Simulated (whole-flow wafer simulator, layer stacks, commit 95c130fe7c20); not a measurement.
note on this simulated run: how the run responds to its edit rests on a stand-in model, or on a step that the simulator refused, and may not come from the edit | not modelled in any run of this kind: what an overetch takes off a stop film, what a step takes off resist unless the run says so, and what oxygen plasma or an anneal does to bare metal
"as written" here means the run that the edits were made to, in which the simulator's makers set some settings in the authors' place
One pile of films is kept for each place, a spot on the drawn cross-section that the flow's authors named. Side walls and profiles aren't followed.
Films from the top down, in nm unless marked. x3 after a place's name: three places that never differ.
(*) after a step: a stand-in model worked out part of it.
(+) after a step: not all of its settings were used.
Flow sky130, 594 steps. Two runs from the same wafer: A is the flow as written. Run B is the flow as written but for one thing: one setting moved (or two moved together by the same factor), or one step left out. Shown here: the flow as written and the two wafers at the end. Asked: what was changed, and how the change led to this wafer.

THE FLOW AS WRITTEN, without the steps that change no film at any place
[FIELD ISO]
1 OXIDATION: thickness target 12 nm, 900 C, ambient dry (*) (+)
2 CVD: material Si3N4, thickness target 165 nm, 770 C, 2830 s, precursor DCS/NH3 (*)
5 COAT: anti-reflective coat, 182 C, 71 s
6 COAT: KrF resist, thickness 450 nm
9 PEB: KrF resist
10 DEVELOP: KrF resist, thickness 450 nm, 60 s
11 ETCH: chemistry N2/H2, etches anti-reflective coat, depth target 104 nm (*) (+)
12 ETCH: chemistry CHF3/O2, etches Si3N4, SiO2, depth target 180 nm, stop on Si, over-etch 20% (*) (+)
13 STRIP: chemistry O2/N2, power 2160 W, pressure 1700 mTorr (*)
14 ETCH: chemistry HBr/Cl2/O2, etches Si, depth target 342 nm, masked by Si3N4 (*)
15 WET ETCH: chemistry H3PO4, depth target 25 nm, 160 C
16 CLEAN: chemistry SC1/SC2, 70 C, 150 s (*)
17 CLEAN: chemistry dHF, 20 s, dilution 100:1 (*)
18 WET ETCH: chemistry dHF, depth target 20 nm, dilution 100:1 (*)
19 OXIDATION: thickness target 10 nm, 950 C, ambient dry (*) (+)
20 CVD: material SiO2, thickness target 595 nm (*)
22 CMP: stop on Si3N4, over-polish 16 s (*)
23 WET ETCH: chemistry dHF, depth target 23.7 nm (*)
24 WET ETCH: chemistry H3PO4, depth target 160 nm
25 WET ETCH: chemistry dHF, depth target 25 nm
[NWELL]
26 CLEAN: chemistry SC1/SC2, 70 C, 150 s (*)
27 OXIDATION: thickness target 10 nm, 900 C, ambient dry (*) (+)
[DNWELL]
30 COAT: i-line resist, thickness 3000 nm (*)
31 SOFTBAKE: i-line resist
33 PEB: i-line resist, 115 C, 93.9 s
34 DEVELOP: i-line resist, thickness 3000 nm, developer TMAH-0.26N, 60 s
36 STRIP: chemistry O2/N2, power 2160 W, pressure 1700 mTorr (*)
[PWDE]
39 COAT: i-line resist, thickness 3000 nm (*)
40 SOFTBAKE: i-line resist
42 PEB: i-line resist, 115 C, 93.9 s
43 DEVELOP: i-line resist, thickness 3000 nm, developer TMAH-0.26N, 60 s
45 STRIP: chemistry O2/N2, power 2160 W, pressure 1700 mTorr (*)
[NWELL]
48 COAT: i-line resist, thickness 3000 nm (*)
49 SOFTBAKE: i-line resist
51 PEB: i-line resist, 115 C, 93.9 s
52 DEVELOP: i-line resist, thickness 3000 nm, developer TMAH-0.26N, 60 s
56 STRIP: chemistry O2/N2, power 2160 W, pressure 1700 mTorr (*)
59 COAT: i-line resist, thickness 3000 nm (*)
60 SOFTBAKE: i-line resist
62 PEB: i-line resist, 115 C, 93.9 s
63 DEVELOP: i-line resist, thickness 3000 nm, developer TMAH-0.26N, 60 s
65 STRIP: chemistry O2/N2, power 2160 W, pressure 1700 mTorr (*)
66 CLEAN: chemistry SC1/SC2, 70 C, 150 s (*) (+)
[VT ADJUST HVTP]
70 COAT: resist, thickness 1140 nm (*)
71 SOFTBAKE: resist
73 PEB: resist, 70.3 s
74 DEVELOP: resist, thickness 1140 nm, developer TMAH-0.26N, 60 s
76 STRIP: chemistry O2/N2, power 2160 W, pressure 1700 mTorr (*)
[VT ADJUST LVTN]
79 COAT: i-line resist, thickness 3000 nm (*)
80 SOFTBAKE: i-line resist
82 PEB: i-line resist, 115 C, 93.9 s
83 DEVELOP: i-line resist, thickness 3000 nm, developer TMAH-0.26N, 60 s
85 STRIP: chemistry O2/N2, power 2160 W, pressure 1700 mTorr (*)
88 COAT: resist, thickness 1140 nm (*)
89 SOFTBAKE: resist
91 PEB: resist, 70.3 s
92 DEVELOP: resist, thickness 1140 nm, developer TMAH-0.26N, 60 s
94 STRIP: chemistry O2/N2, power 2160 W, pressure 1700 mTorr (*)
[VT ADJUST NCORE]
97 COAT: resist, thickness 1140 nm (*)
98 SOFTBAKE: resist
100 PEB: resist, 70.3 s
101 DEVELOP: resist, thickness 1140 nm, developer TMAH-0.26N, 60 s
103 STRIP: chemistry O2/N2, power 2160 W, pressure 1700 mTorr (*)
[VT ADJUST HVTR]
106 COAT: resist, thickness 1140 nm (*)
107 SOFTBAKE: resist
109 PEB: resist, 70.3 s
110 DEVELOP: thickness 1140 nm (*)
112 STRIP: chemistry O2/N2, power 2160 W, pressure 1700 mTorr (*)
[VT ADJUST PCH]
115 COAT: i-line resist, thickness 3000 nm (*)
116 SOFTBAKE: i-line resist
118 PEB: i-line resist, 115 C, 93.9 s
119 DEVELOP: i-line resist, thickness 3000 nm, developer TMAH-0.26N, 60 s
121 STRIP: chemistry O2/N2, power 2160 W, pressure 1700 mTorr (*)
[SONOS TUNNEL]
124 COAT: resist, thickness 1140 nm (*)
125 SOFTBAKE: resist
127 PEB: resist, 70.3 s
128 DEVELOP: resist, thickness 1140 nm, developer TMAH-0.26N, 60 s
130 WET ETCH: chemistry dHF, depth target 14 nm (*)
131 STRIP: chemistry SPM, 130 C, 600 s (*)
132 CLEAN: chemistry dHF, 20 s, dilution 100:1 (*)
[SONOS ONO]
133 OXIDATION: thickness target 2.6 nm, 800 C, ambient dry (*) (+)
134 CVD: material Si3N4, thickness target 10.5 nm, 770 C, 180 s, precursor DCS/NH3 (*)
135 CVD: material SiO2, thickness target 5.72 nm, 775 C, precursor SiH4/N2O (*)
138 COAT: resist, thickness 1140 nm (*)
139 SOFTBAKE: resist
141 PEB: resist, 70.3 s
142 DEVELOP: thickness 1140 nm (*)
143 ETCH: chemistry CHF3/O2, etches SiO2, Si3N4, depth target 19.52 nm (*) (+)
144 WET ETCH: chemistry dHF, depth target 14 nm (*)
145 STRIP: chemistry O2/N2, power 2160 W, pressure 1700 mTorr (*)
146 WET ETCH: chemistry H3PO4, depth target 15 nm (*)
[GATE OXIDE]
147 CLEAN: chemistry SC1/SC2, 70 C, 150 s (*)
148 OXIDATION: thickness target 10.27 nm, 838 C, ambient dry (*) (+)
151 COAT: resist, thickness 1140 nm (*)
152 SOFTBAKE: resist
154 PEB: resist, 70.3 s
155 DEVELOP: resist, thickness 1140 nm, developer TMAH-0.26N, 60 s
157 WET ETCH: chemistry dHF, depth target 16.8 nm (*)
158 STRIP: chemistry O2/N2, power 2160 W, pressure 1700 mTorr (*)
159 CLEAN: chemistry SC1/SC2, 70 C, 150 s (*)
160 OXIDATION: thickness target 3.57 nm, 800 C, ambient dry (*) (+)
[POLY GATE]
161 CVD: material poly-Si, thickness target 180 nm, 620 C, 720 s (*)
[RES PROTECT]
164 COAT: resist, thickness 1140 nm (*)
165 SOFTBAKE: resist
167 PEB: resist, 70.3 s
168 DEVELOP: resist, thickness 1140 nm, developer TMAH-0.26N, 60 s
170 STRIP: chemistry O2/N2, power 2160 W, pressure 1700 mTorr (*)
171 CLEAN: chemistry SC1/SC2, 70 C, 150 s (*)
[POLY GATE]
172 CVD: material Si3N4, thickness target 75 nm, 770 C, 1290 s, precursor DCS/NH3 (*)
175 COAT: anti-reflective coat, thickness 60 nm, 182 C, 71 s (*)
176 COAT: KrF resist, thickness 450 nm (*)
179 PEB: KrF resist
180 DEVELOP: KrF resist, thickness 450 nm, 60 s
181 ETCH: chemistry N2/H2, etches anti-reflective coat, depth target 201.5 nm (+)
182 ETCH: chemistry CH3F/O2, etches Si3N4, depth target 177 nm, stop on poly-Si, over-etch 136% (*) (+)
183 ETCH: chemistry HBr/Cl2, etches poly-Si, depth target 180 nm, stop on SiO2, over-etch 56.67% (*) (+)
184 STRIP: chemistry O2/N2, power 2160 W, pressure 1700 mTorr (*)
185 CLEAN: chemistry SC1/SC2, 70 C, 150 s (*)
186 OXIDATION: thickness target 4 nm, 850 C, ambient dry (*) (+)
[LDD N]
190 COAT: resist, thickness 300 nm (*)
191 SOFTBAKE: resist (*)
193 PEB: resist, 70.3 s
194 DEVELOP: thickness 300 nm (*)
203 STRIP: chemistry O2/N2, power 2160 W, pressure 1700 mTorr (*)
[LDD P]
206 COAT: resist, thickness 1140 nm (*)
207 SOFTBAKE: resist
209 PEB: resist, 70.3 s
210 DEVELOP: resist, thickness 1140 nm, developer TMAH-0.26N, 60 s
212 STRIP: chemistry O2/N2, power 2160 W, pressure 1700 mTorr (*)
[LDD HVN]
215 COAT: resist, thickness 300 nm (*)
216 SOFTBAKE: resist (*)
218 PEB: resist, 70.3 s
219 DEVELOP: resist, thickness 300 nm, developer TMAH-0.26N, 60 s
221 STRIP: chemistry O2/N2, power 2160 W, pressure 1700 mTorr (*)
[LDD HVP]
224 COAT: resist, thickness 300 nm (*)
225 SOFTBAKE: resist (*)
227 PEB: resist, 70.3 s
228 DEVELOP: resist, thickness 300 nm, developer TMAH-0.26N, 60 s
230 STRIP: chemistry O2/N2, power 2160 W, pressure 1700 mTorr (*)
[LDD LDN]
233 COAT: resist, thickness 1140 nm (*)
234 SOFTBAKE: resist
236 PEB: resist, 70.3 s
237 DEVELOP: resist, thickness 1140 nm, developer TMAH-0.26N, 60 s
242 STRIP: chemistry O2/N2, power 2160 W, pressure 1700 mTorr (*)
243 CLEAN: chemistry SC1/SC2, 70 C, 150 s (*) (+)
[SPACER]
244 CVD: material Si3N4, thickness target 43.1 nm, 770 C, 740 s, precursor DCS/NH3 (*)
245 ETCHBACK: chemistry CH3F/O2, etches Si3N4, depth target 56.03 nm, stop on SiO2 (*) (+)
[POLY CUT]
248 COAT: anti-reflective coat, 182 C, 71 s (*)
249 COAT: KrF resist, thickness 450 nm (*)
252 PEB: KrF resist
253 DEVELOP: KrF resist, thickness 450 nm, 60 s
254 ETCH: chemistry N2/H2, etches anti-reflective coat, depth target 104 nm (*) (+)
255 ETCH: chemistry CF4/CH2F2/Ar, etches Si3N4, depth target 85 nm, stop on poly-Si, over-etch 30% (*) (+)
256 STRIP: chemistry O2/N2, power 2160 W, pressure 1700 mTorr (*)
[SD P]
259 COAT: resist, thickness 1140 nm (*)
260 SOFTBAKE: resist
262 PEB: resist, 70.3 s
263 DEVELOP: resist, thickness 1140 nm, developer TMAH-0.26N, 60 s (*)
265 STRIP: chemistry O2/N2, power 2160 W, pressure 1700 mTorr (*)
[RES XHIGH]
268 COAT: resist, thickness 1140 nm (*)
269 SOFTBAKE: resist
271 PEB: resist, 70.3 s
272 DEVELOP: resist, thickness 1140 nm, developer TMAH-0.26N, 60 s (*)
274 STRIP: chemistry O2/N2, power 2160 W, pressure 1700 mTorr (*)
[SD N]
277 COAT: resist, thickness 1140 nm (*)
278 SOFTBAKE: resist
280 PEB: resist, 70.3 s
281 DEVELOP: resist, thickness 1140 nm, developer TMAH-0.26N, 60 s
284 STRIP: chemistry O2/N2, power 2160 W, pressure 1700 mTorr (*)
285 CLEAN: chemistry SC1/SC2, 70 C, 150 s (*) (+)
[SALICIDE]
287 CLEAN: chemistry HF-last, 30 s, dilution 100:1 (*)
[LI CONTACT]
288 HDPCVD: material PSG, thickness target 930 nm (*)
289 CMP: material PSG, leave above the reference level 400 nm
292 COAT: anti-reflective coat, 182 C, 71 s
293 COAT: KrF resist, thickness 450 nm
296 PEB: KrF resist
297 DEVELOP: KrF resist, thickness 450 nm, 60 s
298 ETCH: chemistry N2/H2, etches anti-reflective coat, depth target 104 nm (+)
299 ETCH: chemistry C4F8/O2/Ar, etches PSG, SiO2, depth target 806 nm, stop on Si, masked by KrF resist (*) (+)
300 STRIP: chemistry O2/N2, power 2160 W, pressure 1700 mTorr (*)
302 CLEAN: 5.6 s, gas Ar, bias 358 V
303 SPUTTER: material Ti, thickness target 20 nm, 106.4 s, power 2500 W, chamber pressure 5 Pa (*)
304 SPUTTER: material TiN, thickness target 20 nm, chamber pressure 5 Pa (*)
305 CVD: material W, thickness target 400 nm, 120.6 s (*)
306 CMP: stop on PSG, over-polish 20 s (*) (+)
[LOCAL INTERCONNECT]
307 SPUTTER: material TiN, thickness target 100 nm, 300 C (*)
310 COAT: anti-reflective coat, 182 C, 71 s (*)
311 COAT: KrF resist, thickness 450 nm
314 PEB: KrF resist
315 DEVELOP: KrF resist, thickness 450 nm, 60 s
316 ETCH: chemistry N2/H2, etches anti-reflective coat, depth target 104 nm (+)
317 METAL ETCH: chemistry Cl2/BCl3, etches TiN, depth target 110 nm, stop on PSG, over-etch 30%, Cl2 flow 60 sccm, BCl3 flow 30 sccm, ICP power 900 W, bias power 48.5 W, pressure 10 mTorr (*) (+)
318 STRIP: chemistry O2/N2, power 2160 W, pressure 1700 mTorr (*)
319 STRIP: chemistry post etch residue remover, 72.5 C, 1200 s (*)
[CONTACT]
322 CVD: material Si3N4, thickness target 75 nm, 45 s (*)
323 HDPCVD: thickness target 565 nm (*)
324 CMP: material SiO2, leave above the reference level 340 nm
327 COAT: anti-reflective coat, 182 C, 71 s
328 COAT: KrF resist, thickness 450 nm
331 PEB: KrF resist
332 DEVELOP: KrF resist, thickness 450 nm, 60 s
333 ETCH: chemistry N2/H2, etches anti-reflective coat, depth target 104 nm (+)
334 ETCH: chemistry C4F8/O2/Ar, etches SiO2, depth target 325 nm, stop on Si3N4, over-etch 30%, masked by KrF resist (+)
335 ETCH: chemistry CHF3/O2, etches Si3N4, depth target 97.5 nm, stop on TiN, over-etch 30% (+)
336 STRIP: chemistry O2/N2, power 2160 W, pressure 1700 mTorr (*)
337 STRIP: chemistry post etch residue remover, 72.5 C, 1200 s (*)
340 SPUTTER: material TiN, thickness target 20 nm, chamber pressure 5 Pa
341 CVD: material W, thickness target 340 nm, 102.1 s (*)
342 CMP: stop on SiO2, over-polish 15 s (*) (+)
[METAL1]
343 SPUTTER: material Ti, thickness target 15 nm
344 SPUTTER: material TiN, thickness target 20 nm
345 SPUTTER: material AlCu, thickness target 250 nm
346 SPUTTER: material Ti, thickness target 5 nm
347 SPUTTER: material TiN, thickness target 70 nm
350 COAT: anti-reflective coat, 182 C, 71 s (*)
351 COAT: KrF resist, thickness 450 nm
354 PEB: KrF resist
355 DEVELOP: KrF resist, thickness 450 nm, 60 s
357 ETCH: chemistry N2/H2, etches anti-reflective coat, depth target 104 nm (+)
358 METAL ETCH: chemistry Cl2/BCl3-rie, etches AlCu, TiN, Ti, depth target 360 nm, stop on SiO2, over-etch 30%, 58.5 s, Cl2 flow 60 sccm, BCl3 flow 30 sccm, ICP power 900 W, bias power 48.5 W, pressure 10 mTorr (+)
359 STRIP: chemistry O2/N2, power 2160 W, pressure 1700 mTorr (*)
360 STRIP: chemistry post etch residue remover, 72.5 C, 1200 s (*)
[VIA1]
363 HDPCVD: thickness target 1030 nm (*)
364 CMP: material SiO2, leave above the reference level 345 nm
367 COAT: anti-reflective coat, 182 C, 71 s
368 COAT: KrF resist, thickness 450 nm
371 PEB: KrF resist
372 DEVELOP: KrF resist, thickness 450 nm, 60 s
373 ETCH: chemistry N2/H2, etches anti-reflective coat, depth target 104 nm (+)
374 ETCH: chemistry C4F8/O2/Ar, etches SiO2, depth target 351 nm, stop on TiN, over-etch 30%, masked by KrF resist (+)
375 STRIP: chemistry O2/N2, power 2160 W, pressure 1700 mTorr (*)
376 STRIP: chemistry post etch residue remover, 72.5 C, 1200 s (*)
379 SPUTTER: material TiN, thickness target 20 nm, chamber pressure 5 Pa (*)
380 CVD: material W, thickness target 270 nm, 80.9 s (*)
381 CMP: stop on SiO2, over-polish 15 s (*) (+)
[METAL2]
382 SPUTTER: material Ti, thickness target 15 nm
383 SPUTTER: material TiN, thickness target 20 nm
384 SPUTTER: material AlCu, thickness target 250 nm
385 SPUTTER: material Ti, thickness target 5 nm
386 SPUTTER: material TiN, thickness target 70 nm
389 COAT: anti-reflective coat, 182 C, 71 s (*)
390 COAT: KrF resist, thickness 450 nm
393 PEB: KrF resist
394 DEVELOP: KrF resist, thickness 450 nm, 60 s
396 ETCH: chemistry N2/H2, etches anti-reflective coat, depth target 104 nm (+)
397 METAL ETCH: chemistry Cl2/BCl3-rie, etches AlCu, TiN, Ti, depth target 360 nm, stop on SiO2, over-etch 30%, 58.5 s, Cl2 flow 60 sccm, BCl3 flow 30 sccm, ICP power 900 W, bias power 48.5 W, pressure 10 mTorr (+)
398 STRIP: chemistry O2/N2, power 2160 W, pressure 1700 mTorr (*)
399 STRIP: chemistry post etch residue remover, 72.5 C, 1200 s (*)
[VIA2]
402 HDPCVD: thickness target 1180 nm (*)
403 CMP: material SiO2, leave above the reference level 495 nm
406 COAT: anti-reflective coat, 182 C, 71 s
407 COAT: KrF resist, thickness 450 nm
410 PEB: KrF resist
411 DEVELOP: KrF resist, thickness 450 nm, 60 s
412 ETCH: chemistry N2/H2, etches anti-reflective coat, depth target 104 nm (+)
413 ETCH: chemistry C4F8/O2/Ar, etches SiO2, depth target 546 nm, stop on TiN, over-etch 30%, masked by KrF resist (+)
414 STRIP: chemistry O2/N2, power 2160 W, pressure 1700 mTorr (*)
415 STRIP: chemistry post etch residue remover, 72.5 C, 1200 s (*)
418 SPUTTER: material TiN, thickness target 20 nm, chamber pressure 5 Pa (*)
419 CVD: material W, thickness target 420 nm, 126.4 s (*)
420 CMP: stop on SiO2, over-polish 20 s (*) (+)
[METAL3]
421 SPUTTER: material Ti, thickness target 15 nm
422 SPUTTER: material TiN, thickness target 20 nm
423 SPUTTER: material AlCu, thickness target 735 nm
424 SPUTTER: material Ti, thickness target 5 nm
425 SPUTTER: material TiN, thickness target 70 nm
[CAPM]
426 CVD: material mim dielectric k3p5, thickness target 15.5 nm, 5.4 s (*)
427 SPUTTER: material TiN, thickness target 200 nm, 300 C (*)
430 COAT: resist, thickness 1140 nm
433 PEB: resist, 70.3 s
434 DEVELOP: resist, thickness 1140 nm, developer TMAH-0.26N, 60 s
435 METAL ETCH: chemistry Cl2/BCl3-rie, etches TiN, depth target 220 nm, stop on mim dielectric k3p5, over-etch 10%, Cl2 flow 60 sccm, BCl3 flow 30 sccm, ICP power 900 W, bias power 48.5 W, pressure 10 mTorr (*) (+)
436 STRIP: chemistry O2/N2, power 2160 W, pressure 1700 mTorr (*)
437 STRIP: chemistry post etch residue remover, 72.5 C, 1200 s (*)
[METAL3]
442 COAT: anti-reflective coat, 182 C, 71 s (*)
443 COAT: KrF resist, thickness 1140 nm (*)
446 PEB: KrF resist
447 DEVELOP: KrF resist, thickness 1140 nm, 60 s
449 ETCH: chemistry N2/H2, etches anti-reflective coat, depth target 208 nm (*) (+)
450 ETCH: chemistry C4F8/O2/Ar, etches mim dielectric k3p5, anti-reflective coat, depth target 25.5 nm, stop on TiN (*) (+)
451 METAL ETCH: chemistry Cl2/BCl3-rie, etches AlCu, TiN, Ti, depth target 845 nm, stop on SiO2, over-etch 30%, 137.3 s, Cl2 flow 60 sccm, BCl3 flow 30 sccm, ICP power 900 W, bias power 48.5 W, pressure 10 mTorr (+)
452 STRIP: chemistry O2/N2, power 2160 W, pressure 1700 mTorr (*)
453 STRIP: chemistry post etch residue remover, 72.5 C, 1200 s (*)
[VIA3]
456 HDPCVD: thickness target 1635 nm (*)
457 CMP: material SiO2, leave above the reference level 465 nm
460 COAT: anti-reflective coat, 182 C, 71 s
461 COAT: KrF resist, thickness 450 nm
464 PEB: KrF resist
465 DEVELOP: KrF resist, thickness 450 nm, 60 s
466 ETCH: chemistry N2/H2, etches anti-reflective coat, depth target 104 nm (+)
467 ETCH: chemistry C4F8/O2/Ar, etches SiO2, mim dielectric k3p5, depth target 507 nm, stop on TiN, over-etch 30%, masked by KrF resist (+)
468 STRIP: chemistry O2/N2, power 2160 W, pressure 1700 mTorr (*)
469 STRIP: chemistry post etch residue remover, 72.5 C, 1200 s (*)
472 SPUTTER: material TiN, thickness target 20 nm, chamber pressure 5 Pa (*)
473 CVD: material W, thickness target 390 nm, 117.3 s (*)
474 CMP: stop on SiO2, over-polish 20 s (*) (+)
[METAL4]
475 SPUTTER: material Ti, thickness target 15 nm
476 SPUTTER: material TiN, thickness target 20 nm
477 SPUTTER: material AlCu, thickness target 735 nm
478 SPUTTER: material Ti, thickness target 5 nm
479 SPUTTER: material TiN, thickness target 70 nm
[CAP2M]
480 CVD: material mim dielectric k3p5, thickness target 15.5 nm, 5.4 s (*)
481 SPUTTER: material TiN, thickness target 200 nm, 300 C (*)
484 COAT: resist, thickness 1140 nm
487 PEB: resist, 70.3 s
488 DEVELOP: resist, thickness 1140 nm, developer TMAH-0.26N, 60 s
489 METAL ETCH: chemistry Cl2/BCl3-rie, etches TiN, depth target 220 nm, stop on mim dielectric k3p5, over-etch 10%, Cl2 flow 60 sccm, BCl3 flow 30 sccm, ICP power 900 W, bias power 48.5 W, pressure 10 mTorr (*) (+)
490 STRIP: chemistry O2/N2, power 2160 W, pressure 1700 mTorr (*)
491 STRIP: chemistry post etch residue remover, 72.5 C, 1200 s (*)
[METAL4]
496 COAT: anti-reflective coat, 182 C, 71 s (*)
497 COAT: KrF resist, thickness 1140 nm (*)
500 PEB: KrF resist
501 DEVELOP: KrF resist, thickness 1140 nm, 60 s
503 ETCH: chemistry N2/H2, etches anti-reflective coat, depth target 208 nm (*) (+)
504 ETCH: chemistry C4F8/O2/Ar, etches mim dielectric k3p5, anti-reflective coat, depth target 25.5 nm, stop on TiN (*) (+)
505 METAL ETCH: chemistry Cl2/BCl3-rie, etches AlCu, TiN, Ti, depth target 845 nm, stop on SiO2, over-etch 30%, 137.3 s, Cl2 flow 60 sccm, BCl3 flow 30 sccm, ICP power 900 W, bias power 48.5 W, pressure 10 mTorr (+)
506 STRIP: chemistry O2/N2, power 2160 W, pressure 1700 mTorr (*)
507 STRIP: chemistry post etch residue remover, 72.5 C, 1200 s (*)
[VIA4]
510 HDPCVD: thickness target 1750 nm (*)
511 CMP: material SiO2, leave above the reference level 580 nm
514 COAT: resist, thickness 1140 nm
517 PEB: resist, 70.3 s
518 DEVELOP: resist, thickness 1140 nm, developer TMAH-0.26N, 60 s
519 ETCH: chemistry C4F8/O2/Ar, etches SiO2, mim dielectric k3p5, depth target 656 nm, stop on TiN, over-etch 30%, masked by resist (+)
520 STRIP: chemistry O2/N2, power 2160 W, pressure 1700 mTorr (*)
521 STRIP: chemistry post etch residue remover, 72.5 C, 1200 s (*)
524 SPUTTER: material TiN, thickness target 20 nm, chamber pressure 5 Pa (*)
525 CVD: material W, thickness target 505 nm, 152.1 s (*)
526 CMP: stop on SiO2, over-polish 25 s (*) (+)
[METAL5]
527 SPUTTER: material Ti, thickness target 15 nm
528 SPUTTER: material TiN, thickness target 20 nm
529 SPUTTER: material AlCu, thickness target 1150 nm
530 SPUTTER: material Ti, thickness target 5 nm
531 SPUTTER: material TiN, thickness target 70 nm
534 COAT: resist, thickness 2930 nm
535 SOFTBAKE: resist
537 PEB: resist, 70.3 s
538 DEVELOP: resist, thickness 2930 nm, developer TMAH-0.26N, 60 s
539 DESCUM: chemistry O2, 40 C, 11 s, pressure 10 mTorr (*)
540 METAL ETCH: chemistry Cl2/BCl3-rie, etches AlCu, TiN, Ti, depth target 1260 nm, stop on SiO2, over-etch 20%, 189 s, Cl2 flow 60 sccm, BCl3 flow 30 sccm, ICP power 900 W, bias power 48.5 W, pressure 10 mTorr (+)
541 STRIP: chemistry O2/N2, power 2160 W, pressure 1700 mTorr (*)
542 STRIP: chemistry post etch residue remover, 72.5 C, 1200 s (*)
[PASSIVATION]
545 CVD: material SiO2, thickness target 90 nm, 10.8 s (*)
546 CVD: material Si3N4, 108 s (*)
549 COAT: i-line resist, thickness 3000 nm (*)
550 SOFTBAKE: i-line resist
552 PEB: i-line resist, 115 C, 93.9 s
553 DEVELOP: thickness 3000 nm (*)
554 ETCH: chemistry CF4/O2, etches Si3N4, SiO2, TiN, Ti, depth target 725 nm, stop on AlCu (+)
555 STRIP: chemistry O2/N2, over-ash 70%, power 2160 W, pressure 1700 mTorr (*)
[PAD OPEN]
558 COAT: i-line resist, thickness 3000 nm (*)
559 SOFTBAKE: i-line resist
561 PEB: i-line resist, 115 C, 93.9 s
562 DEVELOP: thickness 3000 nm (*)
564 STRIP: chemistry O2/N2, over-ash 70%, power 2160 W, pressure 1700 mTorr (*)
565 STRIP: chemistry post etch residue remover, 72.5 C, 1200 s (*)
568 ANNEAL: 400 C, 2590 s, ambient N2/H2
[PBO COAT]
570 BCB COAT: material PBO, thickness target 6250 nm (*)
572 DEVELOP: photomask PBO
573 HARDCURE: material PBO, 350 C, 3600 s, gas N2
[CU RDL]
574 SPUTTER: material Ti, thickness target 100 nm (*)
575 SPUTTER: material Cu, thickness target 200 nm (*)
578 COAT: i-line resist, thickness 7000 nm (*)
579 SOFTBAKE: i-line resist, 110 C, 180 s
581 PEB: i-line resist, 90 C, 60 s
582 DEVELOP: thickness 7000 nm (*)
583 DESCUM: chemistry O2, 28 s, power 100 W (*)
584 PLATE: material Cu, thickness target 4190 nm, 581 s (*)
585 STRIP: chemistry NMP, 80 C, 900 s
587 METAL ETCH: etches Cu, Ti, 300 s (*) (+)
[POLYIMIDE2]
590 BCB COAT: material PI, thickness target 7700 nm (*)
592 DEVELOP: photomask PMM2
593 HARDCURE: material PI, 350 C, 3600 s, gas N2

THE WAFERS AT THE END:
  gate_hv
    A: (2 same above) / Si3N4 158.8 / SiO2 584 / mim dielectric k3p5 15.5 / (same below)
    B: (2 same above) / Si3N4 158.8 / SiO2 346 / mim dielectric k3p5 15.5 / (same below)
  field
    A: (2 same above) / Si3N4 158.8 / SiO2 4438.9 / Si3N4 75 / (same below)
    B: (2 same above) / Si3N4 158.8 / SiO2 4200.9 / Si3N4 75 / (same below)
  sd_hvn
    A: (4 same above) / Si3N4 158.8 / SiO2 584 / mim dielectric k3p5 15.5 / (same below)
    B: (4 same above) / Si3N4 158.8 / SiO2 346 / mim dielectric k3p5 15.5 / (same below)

The cause: step 511, CMP: leave above the reference level 342 nm was run, where the flow has leave above the reference level 580 nm.

How the change led to this, step by step:
  511 CMP: material SiO2, leave above the reference level 580 nm
      n_well, p_well, gate_hv and 99 more: A SiO2 -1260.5 | B SiO2 -1498.5
      field, active, gate and 77 more: A SiO2 -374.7 | B SiO2 -612.7
      (and at 11 more places)
  519 ETCH: chemistry C4F8/O2/Ar, etches SiO2, mim dielectric k3p5, depth target 656 nm, stop on TiN, over-etch 30%, masked by resist (+)
      field, active, n_well and 188 more: A resist -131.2 | B resist -69.6
      m1: A SiO2 -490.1 (all of it), mim dielectric k3p5 -15.5 (all of it) | B SiO2 -252.1 (all of it), mim dielectric k3p5 -15.5 (all of it)
      (and at 1 more place)
  520 STRIP: chemistry O2/N2, power 2160 W, pressure 1700 mTorr (*)
      field, active, n_well and 188 more: A resist -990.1 (all of it) | B resist -1051.7 (all of it)
  524 SPUTTER: material TiN, thickness target 20 nm, chamber pressure 5 Pa (*)
      m1, via4_hole: A TiN +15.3 | B TiN +17.1
  525 CVD: material W, thickness target 505 nm, 152.1 s (*)
      m1: A W +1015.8 (new film) | B W +579.2 (new film)
      via4_hole: A W +1015.2 (new film) | B W +580.3 (new film)
  526 CMP: stop on SiO2, over-polish 25 s (*) (+)
      m1: A W -532.7 | B W -335.9
      via4_hole: A W -532.7 | B W -337.7
